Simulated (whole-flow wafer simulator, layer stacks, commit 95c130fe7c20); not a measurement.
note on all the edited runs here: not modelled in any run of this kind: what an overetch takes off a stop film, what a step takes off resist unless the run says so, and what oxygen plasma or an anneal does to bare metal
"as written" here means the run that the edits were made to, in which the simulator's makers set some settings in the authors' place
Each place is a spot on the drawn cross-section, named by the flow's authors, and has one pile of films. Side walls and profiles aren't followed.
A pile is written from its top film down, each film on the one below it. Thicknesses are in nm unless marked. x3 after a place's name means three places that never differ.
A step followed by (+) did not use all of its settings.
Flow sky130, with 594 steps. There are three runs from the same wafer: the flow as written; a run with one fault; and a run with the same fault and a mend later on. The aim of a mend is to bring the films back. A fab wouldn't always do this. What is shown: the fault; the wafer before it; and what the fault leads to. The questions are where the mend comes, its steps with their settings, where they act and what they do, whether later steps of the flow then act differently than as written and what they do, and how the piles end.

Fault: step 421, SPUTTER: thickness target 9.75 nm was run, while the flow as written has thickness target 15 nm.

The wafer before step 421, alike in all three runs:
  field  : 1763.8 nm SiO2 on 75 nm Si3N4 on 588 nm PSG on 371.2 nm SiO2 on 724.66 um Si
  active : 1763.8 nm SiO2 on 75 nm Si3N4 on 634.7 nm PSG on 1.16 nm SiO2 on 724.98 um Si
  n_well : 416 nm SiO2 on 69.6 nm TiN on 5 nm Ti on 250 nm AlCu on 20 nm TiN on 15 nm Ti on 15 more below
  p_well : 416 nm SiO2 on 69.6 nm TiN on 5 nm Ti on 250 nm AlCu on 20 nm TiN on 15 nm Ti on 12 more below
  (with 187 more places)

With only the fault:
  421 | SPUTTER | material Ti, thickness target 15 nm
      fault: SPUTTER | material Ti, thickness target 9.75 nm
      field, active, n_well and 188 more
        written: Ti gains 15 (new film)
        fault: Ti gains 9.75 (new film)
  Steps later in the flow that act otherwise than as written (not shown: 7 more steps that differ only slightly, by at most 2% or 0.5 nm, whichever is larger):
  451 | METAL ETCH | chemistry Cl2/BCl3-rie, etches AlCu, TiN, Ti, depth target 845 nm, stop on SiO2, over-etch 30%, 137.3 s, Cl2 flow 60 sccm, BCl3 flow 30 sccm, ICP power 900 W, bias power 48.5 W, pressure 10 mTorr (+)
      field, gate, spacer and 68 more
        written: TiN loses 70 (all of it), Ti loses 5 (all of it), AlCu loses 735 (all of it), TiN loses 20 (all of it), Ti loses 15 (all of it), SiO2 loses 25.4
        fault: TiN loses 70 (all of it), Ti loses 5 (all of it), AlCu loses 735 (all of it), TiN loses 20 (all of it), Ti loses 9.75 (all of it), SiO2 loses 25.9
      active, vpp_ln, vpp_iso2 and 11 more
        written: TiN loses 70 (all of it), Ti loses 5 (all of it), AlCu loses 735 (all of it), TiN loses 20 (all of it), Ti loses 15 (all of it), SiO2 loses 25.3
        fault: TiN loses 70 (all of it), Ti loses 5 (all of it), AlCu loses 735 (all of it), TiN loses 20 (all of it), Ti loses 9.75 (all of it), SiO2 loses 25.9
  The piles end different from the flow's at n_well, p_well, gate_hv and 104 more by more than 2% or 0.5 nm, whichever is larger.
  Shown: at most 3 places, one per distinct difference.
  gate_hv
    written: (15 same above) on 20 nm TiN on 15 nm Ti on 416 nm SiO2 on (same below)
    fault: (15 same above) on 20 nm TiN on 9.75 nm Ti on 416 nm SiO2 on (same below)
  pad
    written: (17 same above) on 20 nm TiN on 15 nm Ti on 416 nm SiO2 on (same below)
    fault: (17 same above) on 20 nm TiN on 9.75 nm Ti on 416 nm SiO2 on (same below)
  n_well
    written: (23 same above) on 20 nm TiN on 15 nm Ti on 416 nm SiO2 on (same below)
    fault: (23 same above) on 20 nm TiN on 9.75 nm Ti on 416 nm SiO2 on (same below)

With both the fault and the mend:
  The mend follows step 421.
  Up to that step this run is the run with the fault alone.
  421a | SPUTTER | material Ti, thickness target 5.25 nm (the flow's step 421 again, with other settings)
      field, active, n_well and 188 more
        Ti gains 5.25
  Later steps of the flow that are run all act as written at every place that is followed.
  By the end, the piles equal the flow's at every place that both follow.
